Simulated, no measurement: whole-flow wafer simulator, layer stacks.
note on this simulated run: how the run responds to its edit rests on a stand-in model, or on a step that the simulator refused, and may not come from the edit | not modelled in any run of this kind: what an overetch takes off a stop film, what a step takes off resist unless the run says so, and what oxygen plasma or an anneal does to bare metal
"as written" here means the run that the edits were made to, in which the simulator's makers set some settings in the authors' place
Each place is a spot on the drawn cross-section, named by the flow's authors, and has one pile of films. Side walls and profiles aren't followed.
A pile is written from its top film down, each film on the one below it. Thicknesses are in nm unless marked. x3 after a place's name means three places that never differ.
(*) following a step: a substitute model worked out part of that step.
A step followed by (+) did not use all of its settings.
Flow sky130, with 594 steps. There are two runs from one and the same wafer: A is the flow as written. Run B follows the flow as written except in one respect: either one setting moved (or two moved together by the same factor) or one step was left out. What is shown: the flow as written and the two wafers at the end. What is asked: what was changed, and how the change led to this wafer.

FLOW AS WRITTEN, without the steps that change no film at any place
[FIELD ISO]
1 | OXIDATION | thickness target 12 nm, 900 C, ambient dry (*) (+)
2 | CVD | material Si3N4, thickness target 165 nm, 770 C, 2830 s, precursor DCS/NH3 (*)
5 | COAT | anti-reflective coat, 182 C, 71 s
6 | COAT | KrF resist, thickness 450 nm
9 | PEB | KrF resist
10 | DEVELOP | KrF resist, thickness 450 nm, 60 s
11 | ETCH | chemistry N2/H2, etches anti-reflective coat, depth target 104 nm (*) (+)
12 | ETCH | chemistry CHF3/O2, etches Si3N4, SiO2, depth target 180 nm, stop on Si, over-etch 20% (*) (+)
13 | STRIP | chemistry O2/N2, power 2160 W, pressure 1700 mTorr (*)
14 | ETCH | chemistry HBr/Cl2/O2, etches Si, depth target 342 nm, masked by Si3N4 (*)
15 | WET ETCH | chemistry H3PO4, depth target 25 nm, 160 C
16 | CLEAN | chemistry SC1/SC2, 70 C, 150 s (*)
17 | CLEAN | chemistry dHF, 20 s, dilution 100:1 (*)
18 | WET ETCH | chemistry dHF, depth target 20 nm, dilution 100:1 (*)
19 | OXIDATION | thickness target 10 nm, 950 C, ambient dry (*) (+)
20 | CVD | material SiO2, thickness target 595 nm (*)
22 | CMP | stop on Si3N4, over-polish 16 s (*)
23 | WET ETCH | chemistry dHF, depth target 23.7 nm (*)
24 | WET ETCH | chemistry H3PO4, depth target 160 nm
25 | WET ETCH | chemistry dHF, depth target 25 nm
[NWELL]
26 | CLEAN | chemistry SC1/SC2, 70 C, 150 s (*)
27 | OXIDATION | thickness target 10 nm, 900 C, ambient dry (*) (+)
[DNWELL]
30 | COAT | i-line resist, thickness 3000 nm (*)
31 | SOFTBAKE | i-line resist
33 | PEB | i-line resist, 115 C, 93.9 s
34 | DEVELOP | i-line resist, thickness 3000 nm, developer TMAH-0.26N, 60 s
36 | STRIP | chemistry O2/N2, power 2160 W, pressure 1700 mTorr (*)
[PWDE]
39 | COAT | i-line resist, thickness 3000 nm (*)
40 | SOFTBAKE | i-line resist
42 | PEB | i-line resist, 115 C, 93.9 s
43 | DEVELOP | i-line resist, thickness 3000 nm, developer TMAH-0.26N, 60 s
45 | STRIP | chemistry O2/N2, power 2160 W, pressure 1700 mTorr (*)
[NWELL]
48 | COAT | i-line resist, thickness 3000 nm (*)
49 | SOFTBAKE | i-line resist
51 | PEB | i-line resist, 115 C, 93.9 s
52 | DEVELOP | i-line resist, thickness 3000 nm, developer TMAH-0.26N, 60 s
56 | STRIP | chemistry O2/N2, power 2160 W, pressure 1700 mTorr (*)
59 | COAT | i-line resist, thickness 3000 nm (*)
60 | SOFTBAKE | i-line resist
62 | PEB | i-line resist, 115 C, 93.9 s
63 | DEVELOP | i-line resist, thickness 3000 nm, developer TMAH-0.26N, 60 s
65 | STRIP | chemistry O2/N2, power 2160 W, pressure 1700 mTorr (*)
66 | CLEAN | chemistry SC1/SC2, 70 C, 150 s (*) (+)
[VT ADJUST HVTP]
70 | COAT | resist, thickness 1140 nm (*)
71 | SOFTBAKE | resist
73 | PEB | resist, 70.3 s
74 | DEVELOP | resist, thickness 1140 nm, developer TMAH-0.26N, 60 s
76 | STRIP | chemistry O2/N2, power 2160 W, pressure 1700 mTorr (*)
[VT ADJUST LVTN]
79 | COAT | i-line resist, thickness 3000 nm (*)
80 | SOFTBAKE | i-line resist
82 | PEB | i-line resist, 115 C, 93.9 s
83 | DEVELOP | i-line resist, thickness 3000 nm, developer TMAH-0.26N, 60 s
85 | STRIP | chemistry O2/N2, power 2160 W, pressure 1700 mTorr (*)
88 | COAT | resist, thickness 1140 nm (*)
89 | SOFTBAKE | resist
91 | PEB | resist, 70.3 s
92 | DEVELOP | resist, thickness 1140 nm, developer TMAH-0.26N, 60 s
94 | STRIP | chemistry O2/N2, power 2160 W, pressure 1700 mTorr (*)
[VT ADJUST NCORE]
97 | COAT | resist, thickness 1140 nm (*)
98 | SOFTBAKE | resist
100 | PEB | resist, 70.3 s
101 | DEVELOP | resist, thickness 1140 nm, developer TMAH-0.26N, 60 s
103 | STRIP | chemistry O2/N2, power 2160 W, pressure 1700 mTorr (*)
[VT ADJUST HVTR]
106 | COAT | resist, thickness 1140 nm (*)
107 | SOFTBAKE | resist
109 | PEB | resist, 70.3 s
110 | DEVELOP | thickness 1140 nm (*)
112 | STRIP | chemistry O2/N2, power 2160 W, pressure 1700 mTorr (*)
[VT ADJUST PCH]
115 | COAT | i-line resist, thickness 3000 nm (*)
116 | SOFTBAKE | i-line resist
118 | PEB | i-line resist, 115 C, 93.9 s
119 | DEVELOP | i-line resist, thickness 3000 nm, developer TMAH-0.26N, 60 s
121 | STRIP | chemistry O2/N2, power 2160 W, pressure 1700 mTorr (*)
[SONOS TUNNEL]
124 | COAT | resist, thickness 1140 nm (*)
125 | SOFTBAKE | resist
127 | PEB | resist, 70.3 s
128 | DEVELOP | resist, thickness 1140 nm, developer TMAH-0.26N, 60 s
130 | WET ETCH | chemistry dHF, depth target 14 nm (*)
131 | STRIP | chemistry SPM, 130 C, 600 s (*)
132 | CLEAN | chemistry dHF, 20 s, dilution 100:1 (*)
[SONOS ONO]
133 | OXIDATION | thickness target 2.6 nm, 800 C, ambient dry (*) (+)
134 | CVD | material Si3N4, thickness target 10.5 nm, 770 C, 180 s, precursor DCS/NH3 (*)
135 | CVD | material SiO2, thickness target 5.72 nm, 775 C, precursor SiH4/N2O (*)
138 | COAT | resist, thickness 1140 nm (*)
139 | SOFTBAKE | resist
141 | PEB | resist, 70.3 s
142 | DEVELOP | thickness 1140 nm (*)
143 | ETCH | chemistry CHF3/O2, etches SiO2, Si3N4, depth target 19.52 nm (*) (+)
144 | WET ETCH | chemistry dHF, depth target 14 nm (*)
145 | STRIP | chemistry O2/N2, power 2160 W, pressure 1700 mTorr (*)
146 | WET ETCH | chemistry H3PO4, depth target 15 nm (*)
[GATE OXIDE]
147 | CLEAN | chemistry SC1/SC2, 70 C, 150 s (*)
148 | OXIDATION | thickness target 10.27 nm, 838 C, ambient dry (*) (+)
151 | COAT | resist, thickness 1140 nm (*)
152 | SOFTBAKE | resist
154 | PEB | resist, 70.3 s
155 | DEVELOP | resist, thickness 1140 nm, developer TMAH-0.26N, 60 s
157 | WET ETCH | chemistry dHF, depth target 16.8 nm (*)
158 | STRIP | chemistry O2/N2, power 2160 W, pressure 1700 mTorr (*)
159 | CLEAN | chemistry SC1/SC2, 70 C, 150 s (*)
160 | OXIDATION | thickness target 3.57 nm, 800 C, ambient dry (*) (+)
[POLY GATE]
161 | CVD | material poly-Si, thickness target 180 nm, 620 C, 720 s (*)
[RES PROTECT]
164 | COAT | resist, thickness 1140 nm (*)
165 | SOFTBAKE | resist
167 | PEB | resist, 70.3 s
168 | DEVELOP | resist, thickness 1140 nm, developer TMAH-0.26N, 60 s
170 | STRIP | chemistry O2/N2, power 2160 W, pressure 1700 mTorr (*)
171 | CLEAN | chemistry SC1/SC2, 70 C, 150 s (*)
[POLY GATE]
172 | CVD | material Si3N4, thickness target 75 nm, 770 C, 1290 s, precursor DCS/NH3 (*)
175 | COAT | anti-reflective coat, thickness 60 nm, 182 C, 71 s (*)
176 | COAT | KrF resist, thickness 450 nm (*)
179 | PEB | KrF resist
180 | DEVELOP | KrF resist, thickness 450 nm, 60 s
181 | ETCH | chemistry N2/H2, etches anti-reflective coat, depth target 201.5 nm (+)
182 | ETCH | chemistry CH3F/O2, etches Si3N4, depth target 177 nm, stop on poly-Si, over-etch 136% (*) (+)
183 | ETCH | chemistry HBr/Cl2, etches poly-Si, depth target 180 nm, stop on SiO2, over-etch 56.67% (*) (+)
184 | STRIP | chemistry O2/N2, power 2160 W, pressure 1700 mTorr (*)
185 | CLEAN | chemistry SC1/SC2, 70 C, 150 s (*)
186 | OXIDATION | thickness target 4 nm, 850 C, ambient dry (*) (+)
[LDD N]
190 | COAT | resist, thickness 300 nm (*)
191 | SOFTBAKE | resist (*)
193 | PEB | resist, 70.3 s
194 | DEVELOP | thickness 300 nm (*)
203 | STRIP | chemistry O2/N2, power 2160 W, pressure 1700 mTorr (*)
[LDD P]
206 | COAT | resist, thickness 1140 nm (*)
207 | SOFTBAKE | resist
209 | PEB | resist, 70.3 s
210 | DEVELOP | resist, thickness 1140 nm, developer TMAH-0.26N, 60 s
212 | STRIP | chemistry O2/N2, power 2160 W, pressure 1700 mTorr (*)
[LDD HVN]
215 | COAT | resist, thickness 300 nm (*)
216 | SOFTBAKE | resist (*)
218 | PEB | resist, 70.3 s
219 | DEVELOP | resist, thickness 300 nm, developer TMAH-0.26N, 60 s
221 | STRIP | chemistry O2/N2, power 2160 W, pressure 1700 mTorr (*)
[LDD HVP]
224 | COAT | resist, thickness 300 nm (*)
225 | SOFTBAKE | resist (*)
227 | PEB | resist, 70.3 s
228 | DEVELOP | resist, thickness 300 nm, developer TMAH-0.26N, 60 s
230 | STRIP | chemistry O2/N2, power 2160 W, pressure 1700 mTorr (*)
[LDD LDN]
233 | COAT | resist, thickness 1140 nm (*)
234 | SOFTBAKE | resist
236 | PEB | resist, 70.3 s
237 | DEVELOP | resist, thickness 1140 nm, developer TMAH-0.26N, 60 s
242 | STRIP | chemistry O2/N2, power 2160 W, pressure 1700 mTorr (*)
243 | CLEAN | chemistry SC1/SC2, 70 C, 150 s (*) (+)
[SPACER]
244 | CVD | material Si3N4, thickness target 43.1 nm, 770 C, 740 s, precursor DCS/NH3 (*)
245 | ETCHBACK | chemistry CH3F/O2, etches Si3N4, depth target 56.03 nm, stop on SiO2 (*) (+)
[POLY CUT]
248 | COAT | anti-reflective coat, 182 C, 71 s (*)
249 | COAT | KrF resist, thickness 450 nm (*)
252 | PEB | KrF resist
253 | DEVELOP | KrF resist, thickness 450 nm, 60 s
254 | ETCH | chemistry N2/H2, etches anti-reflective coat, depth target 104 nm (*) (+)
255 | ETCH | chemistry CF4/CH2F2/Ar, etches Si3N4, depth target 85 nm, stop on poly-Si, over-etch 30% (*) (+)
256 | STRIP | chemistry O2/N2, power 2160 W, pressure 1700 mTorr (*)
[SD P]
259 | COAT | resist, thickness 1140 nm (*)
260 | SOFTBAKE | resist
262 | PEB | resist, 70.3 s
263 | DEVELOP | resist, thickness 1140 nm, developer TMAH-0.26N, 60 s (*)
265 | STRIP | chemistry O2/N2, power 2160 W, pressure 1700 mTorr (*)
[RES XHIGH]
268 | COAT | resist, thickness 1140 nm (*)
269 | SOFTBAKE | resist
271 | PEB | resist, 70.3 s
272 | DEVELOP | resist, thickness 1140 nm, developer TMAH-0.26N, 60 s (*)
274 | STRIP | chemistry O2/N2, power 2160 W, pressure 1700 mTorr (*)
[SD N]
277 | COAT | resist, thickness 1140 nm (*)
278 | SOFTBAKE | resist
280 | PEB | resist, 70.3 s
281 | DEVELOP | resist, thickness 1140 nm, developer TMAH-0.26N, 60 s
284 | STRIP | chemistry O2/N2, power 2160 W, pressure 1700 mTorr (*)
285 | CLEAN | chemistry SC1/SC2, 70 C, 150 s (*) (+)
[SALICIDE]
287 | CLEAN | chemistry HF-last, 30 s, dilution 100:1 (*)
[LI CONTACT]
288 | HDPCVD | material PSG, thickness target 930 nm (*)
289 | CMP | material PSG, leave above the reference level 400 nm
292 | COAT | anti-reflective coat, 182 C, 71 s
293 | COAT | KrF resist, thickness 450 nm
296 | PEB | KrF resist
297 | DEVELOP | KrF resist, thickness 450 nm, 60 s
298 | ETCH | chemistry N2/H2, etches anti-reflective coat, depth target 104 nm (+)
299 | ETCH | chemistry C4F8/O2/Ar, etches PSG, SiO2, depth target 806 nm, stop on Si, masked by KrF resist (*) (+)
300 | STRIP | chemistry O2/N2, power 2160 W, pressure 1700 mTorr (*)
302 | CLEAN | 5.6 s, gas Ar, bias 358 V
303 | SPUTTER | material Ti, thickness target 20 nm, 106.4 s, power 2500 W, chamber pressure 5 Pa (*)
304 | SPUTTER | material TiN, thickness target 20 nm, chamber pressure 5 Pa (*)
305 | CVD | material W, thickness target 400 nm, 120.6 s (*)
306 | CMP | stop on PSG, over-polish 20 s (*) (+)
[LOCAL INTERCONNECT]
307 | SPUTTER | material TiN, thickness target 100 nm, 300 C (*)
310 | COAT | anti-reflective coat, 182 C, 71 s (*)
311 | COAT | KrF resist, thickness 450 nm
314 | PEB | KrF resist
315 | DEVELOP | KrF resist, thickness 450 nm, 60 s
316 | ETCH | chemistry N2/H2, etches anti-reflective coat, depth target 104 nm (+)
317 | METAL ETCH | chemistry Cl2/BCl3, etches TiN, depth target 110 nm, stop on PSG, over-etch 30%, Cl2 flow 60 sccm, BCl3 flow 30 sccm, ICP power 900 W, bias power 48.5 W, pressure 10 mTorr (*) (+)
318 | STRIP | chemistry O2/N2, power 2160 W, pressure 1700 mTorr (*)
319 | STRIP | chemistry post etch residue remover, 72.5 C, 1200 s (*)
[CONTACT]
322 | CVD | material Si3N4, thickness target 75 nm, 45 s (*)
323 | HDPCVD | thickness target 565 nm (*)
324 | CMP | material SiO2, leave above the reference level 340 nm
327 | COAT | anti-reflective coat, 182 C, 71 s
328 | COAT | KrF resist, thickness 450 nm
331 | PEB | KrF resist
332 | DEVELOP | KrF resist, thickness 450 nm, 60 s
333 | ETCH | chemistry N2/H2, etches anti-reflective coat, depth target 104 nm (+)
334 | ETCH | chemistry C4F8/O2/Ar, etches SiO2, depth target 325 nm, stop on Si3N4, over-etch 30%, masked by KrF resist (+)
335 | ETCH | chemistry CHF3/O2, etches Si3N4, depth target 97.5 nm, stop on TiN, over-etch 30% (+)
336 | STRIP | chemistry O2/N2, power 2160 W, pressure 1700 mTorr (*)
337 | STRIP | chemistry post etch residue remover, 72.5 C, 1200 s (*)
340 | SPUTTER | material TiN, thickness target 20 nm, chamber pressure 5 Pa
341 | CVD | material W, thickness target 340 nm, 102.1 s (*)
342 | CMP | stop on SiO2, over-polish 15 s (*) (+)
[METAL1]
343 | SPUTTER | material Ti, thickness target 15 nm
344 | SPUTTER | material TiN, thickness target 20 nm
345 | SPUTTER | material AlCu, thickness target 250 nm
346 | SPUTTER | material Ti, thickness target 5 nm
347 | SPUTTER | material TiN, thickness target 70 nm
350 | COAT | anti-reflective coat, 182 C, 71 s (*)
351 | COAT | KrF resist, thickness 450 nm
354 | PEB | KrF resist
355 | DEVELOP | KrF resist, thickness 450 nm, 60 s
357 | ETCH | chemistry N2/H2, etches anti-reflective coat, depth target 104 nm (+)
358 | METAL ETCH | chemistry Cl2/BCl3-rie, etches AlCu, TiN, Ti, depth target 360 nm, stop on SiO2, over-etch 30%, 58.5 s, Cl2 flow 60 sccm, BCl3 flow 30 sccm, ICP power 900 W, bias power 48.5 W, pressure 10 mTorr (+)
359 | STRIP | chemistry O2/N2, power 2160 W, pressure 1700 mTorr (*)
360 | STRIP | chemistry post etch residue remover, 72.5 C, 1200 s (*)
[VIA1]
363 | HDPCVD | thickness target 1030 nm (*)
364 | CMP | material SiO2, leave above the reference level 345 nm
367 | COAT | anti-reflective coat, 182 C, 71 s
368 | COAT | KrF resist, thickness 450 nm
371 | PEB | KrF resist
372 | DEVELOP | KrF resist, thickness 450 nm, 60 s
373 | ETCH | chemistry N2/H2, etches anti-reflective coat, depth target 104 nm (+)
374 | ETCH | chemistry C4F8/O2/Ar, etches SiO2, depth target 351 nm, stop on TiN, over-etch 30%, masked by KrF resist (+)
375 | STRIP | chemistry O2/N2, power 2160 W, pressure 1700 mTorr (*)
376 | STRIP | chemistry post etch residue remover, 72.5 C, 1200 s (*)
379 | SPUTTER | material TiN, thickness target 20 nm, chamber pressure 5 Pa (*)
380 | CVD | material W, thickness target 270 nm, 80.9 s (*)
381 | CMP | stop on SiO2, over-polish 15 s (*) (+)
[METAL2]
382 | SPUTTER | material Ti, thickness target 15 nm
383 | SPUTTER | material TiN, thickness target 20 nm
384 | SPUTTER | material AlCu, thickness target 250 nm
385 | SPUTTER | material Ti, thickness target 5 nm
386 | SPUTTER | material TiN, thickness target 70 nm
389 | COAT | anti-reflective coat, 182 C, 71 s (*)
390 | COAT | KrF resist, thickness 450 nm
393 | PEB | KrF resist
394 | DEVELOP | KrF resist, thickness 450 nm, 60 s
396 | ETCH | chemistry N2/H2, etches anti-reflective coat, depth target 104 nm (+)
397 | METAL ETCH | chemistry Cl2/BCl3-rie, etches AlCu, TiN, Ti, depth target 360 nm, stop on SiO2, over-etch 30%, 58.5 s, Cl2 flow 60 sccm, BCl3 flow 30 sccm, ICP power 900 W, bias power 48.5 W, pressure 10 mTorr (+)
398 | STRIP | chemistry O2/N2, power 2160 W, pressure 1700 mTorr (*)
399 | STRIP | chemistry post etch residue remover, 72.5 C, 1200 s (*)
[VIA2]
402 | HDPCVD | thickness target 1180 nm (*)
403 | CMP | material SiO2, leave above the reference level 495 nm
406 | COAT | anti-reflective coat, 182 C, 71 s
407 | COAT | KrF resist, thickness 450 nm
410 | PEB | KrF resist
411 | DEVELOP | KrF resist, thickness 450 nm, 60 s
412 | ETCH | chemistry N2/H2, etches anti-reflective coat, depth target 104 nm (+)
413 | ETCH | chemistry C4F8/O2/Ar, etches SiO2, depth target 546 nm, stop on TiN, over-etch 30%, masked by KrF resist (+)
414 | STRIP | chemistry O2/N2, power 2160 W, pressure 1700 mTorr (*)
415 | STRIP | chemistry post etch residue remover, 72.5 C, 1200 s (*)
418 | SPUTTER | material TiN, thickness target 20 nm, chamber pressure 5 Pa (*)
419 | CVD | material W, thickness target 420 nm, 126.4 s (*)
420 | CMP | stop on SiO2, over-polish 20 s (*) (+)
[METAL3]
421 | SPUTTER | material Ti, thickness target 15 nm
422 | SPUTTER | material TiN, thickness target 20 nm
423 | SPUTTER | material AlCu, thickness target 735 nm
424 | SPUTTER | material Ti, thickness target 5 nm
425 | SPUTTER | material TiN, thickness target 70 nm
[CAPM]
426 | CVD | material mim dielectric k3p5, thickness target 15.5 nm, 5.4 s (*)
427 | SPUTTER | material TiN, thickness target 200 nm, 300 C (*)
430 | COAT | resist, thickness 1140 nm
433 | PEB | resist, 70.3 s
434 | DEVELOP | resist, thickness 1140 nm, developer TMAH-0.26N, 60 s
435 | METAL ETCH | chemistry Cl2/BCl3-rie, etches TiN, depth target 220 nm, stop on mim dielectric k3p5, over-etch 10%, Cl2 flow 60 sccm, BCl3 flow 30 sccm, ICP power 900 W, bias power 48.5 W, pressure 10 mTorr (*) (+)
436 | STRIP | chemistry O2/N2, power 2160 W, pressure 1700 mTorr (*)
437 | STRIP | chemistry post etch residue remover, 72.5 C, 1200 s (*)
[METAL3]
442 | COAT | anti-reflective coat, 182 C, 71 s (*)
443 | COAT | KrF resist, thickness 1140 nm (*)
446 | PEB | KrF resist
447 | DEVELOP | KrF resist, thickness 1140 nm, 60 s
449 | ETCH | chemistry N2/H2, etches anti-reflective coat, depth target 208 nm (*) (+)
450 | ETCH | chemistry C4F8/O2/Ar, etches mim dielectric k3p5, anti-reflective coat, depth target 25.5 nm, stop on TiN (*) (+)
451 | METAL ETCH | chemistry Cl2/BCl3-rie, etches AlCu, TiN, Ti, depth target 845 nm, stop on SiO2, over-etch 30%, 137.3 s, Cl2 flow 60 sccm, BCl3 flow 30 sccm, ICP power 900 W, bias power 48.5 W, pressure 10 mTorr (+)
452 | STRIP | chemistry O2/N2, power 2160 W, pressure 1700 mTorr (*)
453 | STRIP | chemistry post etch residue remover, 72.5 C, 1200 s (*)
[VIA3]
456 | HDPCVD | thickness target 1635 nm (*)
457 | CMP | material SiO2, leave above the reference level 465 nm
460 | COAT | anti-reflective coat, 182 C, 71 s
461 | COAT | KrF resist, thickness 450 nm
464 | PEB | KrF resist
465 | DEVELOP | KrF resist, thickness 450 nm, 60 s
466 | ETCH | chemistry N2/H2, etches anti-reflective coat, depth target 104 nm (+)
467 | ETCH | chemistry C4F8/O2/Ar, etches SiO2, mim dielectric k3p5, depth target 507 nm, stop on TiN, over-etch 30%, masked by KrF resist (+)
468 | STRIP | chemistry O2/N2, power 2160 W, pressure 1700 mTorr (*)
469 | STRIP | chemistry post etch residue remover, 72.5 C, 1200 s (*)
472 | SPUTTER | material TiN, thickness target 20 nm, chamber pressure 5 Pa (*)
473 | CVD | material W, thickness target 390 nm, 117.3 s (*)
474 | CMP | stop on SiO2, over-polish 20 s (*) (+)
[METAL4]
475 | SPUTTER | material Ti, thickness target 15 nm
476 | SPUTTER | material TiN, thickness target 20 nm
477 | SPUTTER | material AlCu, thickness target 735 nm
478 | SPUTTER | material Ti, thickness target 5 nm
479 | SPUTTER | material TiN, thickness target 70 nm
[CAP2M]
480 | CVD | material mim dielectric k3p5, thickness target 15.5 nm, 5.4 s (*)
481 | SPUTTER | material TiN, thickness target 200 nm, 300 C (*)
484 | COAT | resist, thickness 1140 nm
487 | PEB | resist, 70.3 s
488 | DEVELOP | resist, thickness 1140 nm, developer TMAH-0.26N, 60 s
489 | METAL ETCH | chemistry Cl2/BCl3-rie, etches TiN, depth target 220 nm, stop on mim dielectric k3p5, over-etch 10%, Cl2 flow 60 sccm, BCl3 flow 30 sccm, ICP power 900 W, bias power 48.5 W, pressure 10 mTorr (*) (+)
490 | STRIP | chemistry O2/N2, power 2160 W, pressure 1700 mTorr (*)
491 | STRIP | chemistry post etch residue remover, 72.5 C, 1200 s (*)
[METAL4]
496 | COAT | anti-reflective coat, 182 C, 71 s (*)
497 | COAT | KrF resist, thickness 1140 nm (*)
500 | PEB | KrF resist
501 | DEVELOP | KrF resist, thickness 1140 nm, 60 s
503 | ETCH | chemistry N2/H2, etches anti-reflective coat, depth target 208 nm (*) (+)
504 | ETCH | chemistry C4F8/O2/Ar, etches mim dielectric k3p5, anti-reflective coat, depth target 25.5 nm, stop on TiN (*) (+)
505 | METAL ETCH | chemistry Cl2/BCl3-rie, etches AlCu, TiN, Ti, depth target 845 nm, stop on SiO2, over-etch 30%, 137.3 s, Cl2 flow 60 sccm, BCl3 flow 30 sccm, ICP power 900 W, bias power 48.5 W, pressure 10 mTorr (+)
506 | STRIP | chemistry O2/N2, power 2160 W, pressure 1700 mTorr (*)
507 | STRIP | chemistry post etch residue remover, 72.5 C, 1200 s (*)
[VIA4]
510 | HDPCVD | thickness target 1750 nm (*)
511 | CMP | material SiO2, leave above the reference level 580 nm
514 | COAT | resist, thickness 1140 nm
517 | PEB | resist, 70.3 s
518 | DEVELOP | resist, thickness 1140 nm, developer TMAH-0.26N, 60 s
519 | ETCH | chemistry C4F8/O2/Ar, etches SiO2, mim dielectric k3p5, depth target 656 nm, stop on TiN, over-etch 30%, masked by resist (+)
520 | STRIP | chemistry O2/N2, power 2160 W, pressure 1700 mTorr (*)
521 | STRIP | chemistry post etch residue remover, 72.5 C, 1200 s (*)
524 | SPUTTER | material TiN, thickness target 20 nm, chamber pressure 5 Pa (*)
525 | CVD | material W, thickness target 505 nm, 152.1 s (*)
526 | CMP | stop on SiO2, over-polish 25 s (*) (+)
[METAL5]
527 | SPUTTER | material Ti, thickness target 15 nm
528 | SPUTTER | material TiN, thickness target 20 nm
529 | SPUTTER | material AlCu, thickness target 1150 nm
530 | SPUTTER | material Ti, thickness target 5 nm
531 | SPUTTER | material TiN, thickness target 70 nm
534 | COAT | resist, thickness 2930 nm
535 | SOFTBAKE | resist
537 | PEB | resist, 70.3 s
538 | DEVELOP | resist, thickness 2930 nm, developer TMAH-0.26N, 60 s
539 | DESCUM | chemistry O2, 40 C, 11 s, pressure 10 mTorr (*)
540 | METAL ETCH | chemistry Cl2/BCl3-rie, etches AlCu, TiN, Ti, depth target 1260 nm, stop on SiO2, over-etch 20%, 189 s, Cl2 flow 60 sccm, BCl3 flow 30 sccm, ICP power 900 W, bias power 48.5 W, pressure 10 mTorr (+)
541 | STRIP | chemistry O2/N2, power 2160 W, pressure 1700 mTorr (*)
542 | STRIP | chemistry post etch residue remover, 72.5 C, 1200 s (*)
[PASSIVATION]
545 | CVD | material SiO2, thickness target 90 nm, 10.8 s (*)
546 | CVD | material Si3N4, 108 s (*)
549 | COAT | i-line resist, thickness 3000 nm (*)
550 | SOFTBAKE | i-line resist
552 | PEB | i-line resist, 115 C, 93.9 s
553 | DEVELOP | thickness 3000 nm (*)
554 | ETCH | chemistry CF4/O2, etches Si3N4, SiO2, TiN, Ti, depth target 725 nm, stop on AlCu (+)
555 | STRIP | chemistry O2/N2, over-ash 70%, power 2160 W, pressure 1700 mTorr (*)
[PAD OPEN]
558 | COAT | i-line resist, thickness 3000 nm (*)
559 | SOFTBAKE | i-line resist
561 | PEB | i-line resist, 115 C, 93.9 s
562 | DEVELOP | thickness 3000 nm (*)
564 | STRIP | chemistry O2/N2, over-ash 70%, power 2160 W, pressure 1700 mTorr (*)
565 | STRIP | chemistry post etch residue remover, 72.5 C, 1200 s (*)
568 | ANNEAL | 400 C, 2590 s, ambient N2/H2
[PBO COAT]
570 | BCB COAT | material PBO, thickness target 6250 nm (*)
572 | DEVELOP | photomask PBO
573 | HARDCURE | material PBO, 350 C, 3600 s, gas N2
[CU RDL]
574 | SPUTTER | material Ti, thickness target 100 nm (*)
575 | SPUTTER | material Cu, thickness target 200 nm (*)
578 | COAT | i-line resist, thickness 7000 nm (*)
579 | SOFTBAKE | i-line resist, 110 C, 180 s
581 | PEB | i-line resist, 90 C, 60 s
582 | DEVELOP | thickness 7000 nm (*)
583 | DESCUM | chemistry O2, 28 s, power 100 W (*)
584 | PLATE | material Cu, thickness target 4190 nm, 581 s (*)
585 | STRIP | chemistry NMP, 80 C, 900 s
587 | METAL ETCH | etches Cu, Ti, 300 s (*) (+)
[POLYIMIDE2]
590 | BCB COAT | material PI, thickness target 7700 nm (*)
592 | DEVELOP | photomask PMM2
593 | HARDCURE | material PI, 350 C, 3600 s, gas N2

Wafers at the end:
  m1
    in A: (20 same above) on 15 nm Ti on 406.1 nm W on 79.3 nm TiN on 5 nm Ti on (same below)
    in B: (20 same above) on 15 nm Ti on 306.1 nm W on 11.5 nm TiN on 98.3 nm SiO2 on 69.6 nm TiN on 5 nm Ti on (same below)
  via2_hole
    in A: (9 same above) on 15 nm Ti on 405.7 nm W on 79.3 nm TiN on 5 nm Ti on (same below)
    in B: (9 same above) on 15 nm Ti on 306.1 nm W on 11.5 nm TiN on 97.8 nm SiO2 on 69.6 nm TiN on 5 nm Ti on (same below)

What caused this: step 413, ETCH: depth target 322 nm was run, though the flow has depth target 546 nm.

Step by step, how the change led to this:
  413 | ETCH | chemistry C4F8/O2/Ar, etches SiO2, depth target 546 nm, stop on TiN, over-etch 30%, masked by KrF resist (+)
      m1: A SiO2 loses 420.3 (all of it) | B SiO2 loses 322
      via2_hole: A SiO2 loses 419.8 (all of it) | B SiO2 loses 322
      (also at 189 further places)
  414 | STRIP | chemistry O2/N2, power 2160 W, pressure 1700 mTorr (*)
      field, active, n_well and 186 more: A KrF resist loses 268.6 (all of it), anti-reflective coat loses 80 (all of it) | B KrF resist loses 313.4 (all of it), anti-reflective coat loses 80 (all of it)
  418 | SPUTTER | material TiN, thickness target 20 nm, chamber pressure 5 Pa (*)
      m1, via2_hole: A TiN gains 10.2 | B TiN gains 11.5 (new film)
  419 | CVD | material W, thickness target 420 nm, 126.4 s (*)
      m1: A W gains 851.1 (new film) | B W gains 751.1 (new film)
      via2_hole: A W gains 850.7 (new film) | B W gains 751.1 (new film)
With metal films that touch counted as one body, m1 has 3 bodies (between them, from the top down: SiO2 98.3; SiO2 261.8 / Si3N4 75); the flow as written gives 2 bodies (between them, from the top down: SiO2 261.8 / Si3N4 75).
With metal films that touch counted as one body, via2_hole has 2 bodies (between them, from the top down: SiO2 97.8); the flow as written gives 1 body.
